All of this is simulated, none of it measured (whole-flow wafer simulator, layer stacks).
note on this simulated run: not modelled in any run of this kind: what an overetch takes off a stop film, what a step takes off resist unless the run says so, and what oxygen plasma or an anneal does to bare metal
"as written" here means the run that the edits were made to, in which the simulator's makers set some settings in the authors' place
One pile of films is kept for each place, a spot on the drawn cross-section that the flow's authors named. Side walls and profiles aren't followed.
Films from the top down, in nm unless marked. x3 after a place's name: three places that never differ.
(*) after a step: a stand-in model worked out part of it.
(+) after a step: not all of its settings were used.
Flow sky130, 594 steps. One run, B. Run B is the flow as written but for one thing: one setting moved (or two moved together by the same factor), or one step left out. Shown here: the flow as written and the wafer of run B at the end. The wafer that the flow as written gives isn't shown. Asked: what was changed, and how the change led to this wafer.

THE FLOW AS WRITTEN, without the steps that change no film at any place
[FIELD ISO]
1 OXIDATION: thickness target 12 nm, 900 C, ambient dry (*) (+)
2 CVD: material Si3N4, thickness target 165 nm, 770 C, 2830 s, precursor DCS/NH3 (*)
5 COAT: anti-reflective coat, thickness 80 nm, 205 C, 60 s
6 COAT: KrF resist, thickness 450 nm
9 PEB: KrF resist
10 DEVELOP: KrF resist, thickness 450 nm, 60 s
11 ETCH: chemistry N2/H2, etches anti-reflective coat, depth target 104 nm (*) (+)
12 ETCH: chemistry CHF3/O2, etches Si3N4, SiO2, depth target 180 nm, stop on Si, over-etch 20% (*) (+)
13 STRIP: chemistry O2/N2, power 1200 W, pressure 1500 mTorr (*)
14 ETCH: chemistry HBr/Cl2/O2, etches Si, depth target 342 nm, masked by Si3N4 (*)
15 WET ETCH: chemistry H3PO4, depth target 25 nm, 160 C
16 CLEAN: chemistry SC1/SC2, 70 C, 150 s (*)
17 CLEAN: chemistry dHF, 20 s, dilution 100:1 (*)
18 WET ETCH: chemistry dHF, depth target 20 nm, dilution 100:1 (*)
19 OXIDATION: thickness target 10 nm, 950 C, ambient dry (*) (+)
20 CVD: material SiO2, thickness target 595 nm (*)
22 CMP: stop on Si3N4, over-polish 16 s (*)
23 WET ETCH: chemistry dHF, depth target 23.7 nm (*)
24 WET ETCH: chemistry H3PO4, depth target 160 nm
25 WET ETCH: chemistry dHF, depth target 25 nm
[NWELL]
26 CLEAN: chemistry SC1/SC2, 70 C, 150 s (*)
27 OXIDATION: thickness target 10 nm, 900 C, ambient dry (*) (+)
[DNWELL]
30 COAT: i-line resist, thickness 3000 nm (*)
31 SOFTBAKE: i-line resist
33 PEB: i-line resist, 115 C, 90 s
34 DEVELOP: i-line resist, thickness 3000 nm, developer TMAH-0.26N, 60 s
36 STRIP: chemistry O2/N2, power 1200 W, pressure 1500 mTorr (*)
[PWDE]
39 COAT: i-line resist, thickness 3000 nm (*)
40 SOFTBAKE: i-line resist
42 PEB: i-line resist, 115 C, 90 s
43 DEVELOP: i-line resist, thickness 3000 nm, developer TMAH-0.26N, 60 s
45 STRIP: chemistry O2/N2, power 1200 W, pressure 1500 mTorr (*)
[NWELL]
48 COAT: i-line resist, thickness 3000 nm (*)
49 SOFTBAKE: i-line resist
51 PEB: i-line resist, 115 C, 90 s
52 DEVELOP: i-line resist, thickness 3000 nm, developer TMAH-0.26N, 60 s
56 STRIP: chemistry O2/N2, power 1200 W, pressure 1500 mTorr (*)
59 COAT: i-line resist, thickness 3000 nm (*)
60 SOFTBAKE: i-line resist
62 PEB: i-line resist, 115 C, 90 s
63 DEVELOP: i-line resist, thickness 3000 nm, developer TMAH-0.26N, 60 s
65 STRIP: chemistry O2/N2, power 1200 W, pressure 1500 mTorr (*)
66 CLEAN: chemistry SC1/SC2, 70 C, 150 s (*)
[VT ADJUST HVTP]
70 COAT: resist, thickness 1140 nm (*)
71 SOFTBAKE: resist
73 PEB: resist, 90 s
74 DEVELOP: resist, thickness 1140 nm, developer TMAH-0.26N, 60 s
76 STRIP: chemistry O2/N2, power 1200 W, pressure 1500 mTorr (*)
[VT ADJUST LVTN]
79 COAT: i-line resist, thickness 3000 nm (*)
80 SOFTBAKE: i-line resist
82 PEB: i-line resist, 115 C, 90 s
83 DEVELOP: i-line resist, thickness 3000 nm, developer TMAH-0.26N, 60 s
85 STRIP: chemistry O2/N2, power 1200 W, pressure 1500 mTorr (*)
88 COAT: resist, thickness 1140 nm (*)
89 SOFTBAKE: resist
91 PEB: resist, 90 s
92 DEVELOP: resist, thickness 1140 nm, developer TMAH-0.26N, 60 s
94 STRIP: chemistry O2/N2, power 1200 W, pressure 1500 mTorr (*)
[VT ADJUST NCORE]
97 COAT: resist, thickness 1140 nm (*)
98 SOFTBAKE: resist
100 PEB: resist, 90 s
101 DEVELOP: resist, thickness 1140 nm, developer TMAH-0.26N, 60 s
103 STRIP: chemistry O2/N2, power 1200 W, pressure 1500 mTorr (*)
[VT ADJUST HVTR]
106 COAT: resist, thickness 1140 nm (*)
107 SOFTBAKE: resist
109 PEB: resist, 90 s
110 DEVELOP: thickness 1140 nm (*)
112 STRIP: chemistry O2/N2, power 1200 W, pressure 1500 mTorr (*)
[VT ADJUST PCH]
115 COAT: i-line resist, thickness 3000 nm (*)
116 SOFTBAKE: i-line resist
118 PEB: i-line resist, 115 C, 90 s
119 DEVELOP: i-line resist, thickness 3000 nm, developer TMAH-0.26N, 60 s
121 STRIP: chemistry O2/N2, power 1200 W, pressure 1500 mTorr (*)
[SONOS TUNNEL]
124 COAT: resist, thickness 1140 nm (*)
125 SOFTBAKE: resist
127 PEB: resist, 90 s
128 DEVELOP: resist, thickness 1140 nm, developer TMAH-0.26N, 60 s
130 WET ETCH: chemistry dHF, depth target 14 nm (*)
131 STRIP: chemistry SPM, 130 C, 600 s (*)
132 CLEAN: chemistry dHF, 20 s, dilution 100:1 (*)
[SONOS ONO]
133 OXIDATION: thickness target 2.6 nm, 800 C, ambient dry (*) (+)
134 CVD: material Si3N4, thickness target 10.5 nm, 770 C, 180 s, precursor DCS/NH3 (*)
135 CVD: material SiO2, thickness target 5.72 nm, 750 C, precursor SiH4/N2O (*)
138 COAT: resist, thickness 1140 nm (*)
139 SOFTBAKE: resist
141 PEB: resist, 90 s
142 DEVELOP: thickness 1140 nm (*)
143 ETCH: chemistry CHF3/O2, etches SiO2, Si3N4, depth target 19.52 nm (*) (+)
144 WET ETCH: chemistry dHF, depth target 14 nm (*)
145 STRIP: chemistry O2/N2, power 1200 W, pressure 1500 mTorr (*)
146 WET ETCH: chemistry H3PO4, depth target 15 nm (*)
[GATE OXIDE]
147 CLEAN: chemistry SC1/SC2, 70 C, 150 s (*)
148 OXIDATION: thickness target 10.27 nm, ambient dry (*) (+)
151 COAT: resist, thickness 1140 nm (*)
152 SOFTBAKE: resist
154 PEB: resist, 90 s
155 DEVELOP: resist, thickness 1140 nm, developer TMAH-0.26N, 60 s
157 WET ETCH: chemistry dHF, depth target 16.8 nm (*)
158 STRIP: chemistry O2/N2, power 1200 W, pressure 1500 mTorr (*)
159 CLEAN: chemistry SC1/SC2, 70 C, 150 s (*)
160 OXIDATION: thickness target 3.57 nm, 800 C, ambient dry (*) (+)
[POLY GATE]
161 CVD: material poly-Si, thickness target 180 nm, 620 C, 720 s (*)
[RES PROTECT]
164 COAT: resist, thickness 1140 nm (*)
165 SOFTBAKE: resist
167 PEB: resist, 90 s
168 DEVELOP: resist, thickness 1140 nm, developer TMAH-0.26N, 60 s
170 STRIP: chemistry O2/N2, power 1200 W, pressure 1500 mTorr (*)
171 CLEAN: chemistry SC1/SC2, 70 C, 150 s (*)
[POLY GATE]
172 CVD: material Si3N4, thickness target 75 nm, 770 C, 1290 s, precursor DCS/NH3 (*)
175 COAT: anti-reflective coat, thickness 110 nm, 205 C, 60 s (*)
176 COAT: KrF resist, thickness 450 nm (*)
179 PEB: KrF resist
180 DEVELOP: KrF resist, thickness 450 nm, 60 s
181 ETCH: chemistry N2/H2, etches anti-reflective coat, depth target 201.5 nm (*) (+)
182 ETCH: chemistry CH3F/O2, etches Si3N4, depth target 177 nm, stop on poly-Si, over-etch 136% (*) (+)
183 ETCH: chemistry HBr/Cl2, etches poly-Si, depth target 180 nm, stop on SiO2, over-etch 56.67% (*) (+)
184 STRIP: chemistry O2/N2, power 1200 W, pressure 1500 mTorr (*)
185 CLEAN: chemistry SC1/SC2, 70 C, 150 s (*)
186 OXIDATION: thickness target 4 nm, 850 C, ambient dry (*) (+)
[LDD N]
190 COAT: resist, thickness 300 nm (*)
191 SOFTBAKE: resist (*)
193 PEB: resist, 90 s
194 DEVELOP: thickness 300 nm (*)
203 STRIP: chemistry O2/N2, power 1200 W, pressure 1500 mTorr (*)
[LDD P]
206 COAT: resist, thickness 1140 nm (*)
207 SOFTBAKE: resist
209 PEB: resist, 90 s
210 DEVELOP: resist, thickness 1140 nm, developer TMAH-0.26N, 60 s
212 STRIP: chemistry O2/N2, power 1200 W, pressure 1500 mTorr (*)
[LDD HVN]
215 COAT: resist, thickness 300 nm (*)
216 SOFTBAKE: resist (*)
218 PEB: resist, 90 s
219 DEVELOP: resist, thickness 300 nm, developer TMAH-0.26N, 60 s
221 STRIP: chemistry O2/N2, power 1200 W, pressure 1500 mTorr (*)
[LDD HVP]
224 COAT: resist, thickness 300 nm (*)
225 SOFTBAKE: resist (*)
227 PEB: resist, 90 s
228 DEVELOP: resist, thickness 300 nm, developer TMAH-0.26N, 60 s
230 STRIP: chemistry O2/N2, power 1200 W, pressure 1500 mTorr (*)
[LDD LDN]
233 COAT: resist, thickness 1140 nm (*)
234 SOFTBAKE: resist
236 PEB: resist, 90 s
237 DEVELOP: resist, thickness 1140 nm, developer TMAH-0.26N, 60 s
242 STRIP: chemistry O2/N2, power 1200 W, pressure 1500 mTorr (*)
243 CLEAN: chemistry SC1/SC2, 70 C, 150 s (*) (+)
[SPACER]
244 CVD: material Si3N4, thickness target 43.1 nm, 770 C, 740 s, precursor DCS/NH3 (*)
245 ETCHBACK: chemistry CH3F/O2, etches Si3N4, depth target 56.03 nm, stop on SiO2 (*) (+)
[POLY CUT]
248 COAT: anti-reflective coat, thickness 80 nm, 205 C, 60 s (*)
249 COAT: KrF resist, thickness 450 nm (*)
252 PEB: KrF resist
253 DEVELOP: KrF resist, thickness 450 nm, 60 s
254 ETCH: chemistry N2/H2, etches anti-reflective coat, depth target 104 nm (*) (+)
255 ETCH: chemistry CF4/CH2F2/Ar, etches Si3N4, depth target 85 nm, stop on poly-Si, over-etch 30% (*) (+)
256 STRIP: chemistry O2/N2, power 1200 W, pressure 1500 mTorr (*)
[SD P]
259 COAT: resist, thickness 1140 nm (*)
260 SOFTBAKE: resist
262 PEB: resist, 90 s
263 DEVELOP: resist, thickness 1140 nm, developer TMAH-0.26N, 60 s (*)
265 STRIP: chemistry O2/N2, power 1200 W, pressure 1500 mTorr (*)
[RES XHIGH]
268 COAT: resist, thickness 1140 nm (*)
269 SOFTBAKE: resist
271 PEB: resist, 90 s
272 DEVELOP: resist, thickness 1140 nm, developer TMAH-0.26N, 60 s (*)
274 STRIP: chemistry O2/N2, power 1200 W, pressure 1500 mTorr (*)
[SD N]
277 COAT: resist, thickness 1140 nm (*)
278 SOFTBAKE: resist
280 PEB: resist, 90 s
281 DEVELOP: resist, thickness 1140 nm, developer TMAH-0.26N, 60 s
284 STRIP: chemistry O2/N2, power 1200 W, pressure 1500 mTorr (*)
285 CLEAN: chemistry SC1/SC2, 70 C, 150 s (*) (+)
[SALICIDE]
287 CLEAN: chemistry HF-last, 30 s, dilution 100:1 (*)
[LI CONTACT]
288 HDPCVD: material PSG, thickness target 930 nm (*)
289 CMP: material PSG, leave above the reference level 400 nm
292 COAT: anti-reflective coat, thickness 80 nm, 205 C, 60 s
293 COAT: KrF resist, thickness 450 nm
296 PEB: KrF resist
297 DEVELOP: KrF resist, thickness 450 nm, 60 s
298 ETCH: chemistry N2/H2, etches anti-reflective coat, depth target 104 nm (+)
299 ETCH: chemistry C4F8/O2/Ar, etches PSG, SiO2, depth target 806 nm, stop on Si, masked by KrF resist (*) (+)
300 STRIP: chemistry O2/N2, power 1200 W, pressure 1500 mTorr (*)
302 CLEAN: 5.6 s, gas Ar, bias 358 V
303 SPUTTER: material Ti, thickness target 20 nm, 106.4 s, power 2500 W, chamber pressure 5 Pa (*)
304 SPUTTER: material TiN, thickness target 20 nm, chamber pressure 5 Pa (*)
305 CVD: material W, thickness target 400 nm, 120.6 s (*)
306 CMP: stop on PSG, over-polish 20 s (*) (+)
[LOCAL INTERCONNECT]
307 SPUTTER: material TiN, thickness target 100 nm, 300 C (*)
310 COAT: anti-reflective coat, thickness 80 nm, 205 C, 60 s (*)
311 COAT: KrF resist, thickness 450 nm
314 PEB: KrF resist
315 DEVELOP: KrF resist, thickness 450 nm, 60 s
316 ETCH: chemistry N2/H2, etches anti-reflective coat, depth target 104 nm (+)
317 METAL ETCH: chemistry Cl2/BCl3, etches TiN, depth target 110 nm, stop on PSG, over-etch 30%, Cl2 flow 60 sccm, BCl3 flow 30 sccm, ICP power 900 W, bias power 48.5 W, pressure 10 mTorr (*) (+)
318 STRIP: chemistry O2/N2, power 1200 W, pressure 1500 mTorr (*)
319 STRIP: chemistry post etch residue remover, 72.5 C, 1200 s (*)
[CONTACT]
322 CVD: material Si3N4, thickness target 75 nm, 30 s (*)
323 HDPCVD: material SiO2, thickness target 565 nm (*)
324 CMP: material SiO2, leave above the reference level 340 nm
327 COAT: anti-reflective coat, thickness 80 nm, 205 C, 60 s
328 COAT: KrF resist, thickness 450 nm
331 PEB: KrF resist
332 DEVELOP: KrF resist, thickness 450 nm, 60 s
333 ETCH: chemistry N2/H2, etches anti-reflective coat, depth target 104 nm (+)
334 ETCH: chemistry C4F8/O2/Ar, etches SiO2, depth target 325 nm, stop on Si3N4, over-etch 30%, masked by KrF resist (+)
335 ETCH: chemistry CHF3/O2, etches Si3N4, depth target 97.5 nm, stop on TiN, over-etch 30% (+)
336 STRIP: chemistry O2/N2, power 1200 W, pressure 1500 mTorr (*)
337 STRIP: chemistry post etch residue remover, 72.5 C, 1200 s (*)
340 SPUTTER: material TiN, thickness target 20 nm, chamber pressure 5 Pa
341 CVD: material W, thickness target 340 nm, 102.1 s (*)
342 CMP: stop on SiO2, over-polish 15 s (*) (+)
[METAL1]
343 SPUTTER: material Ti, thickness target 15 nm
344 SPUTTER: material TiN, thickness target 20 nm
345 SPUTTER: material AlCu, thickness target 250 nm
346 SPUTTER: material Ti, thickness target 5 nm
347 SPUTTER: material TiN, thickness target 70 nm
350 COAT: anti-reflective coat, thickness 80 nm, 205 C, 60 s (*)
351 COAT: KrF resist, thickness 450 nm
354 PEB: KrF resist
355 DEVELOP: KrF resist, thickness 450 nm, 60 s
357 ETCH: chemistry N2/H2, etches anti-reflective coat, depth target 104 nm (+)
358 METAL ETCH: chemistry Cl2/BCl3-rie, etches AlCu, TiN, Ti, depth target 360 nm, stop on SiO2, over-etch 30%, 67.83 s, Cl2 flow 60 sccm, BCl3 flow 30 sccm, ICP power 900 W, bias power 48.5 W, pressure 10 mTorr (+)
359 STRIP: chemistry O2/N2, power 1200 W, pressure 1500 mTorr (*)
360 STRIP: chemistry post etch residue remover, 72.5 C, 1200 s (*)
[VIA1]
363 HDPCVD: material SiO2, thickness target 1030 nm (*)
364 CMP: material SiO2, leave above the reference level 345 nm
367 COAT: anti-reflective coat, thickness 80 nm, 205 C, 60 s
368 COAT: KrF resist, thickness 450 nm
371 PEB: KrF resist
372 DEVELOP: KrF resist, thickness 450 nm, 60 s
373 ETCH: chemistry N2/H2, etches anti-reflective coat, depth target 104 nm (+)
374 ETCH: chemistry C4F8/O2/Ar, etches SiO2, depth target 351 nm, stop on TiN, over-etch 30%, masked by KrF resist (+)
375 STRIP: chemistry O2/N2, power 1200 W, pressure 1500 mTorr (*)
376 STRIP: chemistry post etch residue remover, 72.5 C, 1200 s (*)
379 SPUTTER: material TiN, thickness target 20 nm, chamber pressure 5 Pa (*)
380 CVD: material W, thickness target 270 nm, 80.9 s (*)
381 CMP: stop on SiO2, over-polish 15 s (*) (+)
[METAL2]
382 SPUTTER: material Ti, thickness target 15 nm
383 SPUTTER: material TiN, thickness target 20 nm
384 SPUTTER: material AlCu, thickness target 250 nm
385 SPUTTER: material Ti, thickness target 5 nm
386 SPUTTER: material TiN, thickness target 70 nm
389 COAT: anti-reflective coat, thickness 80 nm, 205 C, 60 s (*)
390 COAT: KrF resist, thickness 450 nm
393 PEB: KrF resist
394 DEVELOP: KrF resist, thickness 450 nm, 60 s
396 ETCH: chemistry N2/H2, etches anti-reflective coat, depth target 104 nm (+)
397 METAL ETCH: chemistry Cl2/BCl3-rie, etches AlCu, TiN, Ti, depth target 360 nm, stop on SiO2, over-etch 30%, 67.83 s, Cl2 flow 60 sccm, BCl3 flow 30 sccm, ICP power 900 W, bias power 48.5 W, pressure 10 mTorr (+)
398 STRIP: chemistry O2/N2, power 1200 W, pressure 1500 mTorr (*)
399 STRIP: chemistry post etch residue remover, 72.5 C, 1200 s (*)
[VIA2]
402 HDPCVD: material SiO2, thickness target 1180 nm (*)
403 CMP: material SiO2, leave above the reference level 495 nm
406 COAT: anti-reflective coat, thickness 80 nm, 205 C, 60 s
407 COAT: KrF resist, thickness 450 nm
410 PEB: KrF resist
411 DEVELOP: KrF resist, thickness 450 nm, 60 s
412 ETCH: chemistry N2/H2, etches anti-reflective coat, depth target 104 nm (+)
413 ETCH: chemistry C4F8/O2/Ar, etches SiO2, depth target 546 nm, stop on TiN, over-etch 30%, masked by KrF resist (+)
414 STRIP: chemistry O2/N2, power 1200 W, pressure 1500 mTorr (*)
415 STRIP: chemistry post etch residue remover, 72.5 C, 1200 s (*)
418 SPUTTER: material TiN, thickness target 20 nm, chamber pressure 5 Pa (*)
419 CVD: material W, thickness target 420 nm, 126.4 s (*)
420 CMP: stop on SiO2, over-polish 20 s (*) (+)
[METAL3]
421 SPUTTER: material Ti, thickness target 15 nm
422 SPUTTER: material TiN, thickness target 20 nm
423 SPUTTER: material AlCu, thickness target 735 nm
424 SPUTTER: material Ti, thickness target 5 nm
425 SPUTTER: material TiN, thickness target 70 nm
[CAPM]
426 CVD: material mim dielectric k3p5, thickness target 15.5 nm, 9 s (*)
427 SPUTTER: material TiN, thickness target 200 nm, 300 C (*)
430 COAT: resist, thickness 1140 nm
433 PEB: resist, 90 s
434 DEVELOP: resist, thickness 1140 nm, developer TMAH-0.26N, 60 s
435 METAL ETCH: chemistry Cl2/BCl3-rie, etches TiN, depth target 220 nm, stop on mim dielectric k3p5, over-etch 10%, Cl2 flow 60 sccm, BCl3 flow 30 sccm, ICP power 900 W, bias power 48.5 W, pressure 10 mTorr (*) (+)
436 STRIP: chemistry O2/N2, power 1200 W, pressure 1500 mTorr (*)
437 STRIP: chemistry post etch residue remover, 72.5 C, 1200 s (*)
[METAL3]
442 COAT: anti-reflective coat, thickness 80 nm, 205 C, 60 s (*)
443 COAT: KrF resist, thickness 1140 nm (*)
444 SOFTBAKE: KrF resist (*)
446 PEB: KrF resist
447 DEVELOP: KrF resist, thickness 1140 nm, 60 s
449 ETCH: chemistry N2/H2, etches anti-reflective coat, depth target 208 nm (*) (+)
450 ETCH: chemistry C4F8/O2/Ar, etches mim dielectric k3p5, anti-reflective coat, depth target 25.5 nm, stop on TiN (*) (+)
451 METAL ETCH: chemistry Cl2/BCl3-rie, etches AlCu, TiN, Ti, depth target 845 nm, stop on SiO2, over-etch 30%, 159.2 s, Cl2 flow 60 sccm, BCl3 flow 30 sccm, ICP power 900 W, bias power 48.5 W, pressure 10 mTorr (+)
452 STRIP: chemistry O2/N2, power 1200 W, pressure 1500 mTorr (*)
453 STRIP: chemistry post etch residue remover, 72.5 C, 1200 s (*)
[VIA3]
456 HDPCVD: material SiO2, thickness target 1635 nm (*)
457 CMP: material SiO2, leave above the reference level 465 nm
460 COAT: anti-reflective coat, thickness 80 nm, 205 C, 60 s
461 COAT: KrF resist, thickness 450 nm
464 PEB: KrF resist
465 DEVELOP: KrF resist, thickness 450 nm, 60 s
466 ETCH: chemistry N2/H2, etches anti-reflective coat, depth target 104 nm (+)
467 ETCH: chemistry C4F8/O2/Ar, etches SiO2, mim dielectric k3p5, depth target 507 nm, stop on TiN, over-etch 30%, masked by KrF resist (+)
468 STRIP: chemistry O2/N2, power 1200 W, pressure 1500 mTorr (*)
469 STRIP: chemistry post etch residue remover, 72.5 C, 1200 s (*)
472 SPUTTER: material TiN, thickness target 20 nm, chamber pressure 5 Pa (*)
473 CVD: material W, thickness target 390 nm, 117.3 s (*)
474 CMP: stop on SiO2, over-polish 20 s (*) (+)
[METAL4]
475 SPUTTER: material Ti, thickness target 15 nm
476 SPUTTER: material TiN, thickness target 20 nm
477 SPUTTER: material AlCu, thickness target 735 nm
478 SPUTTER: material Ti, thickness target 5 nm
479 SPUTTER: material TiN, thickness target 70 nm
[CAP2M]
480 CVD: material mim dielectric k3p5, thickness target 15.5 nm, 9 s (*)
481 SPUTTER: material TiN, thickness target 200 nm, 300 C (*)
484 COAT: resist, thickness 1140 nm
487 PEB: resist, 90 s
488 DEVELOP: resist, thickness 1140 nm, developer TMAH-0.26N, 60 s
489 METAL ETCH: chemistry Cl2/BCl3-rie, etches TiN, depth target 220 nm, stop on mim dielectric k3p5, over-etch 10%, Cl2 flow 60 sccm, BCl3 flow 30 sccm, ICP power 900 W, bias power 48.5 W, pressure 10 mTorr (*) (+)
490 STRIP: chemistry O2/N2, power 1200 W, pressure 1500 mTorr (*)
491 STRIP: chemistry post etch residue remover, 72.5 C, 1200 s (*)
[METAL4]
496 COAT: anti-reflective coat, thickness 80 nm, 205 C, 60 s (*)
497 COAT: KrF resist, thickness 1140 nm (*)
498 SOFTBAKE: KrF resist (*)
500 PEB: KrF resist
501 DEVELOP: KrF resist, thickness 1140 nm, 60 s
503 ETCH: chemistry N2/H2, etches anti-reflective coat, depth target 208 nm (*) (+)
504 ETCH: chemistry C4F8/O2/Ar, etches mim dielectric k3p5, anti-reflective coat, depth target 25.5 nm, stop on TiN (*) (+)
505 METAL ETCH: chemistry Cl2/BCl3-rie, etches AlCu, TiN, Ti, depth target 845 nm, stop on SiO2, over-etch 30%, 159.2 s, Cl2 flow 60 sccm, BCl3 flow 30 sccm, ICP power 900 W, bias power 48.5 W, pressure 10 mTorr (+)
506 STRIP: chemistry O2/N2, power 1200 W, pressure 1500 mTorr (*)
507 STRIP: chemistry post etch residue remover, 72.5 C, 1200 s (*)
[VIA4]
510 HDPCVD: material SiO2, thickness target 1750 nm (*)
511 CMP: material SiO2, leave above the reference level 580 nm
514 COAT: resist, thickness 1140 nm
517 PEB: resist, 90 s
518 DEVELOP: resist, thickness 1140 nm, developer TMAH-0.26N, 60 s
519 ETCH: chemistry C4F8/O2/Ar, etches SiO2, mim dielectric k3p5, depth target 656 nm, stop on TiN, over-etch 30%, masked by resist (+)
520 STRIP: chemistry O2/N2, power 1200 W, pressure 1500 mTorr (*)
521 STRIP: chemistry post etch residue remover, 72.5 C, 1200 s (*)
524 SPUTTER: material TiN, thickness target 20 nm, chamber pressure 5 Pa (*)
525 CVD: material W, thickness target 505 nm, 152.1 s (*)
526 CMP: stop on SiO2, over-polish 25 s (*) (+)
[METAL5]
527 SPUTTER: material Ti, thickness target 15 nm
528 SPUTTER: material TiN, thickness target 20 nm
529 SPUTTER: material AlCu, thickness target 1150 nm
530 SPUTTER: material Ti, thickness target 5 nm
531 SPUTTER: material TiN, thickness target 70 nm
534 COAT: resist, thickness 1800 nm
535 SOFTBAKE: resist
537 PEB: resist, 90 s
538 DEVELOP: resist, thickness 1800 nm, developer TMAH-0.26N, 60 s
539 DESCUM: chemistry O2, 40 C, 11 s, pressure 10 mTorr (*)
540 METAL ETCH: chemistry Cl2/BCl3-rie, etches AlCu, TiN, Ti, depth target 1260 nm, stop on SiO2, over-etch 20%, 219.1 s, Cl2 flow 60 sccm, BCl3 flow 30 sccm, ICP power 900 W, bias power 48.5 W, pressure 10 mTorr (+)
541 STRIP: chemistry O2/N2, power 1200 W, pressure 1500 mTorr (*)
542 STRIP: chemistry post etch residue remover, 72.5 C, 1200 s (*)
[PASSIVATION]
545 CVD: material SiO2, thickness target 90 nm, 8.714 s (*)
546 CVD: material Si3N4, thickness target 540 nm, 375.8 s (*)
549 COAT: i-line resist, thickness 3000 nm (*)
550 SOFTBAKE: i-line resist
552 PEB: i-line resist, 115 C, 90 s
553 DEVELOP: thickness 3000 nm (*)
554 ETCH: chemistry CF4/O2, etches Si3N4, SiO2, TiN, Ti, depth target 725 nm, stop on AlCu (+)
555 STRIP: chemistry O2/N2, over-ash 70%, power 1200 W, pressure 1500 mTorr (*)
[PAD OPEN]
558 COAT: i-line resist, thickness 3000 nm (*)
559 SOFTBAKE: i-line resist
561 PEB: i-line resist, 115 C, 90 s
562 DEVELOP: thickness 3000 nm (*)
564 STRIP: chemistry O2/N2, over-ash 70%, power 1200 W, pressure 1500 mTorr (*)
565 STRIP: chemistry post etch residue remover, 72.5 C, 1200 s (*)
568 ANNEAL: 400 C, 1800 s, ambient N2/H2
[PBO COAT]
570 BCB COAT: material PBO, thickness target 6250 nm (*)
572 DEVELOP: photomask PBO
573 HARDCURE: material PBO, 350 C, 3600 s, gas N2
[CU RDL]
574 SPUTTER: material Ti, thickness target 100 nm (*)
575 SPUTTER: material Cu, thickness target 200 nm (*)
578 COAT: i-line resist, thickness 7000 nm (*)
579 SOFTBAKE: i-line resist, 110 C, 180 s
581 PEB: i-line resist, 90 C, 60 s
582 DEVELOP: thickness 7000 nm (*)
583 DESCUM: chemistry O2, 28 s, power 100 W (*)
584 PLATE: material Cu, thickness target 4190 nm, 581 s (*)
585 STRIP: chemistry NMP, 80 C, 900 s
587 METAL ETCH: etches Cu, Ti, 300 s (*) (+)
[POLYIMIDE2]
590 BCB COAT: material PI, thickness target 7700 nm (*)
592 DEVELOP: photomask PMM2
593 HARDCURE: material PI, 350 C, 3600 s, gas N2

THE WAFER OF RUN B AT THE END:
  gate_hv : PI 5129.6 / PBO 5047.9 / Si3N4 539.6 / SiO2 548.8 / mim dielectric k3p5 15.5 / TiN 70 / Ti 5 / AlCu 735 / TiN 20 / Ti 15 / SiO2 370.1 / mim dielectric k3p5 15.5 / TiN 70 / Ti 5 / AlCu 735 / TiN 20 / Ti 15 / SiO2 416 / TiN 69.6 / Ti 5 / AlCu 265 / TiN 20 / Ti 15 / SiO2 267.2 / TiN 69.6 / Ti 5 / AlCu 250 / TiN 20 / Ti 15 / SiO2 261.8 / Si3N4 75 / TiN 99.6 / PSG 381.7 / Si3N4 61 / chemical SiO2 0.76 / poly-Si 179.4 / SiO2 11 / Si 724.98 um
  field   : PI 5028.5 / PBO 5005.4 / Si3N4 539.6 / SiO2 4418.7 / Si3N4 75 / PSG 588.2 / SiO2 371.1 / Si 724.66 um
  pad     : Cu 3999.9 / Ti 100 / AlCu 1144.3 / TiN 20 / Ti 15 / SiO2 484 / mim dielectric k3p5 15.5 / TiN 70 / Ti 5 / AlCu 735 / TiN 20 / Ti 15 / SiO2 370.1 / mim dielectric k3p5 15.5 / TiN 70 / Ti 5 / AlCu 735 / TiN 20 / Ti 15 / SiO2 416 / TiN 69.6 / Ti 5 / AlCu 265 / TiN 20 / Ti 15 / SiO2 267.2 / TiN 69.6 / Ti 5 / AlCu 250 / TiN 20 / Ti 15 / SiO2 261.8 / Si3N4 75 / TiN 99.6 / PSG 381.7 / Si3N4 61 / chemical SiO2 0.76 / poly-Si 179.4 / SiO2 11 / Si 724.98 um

The cause: step 384, SPUTTER: thickness target 265 nm was run, where the flow has thickness target 250 nm.
It can be read off the wafer: gate_hv has AlCu 265, and step 384 as written asks for 250 nm.

How the change led to this, step by step:
  384 SPUTTER: material AlCu, thickness target 250 nm
      field, active, n_well and 188 more: AlCu +265 (new film) (as written it would be: AlCu +250 (new film))
  397 METAL ETCH: chemistry Cl2/BCl3-rie, etches AlCu, TiN, Ti, depth target 360 nm, stop on SiO2, over-etch 30%, 67.83 s, Cl2 flow 60 sccm, BCl3 flow 30 sccm, ICP power 900 W, bias power 48.5 W, pressure 10 mTorr (+)
      field, active, gate and 82 more: TiN -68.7 (all of it), Ti -5 (all of it), AlCu -265 (all of it), TiN -20 (all of it), Ti -15 (all of it), SiO2 -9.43 (as written it would be: TiN -68.7 (all of it), Ti -5 (all of it), AlCu -250 (all of it), TiN -20 (all of it), Ti -15 (all of it), SiO2 -10.9)
  403 CMP: material SiO2, leave above the reference level 495 nm
      field, active, gate and 82 more: SiO2 -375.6 (as written it would be: SiO2 -389.1)
